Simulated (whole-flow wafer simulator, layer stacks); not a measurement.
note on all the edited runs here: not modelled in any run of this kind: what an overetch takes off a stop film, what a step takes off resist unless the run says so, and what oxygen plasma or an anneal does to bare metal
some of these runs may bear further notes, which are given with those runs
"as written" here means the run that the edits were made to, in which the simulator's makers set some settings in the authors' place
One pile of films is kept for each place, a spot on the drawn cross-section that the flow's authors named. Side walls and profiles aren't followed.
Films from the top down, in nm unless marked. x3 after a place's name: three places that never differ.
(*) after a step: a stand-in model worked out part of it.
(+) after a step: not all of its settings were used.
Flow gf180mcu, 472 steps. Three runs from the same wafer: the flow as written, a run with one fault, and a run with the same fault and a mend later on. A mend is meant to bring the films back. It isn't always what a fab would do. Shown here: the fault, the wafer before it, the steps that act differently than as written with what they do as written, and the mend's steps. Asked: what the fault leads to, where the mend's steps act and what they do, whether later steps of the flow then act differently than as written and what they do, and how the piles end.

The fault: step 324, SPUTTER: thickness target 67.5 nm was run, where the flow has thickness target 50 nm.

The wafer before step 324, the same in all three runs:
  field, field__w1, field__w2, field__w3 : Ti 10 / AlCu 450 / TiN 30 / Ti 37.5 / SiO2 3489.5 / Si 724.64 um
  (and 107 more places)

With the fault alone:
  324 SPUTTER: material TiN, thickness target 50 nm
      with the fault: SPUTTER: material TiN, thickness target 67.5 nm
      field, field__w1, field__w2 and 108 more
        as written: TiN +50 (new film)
        with the fault: TiN +67.5 (new film)
  Later steps of the flow that act differently than as written (5 more steps differ only slightly, by at most 2% or 0.5 nm, whichever is larger, and aren't shown):
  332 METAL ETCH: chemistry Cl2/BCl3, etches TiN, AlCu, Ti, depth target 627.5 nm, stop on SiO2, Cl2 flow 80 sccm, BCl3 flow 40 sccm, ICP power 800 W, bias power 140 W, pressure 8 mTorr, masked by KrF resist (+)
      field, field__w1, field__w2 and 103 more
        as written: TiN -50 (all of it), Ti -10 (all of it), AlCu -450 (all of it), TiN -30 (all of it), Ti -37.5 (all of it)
        with the fault: TiN -67.5 (all of it), Ti -10 (all of it), AlCu -450 (all of it), TiN -30 (all of it), Ti -37.5 (all of it)
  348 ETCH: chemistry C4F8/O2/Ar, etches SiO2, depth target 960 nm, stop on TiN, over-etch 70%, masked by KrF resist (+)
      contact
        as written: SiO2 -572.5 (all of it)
        with the fault: SiO2 -555 (all of it)
  At the end the piles differ from the flow's by more than 2% or 0.5 nm, whichever is larger, at field__w8, contact, m1, m1__w1, m1_nw.
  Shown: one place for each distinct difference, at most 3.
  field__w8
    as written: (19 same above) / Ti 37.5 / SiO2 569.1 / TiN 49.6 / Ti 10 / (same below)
    with the fault: (19 same above) / Ti 37.5 / SiO2 551.6 / TiN 67.1 / Ti 10 / (same below)
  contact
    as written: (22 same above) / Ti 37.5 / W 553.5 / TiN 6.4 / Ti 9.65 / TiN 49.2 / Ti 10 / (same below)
    with the fault: (22 same above) / Ti 37.5 / W 535.8 / TiN 6.47 / Ti 9.75 / TiN 66.7 / Ti 10 / (same below)

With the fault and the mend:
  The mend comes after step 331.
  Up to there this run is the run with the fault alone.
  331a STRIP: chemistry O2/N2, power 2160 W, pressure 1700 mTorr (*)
      field__w8, contact, m1, m1__w1, m1_nw
        KrF resist -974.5 (all of it)
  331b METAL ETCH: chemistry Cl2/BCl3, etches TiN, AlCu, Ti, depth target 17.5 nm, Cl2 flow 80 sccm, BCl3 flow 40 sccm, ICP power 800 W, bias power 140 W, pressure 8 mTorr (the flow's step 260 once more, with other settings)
      field, field__w1, field__w2 and 108 more
        TiN -17.5
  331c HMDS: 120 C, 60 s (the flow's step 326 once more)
      changes no film at any place that is followed
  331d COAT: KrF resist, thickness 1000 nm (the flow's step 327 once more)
      field, field__w1, field__w2 and 108 more
        KrF resist +1000 (new film)
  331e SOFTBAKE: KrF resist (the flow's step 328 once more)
      changes no film at any place that is followed
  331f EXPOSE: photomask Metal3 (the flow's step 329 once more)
      changes no film at any place that is followed
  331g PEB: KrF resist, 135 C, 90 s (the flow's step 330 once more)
      field, field__w1, field__w2 and 108 more
        KrF resist -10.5
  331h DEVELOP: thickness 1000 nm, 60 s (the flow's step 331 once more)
      field, field__w1, field__w2 and 103 more
        KrF resist -989.5 (all of it)
      field__w8, contact, m1, m1__w1, m1_nw
        KrF resist -14.9
  No later step of the flow acts differently than as written at any place that is followed.
  At the end the piles are the same as the flow's at every place that both follow.
